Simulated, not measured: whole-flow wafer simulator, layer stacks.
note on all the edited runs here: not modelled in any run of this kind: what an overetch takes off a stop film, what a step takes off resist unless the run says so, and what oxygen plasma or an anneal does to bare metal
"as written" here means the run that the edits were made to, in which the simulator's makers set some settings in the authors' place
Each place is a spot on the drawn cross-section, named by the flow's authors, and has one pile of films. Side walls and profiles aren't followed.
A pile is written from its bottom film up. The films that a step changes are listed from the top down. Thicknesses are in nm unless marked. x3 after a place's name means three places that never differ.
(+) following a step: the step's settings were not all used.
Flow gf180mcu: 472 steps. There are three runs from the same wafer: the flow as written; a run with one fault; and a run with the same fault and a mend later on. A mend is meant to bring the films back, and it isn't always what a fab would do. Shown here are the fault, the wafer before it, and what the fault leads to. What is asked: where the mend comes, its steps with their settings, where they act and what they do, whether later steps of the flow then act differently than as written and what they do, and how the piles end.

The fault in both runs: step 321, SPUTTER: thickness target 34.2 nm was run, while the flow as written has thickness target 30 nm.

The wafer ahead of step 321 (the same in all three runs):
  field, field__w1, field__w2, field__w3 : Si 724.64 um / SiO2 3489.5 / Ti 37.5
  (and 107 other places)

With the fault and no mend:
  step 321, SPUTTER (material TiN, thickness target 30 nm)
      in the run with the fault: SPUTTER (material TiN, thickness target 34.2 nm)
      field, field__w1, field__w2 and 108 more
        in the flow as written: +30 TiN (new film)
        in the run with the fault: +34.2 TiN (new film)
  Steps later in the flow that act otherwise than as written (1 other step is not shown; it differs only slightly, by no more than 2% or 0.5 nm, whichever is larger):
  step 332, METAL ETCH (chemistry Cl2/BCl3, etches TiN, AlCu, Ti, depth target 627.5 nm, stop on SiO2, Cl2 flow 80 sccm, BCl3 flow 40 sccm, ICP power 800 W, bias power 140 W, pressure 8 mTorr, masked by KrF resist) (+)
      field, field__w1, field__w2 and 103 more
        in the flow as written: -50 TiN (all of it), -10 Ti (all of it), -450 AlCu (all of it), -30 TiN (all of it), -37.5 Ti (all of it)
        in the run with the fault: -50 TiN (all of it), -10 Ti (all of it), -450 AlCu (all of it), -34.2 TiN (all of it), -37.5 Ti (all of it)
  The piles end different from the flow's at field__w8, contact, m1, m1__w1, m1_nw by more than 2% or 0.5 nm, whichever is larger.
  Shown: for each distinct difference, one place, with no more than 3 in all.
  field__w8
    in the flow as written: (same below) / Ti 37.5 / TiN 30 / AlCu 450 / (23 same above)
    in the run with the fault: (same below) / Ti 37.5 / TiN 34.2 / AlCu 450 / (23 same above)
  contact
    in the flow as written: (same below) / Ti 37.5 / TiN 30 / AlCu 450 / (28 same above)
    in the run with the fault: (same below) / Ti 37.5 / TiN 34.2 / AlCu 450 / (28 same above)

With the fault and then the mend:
  The mend follows step 321.
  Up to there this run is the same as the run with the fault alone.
  step 321a, METAL ETCH (chemistry Cl2/BCl3, etches TiN, AlCu, Ti, depth target 4.2 nm, Cl2 flow 80 sccm, BCl3 flow 40 sccm, ICP power 800 W, bias power 140 W, pressure 8 mTorr) (the flow's step 260 again, with other settings)
      field, field__w1, field__w2 and 108 more
        -4.2 TiN
  Later steps of the flow that are run all act as written at every place that is followed.
  The piles end the same as the flow's at every place that both follow.
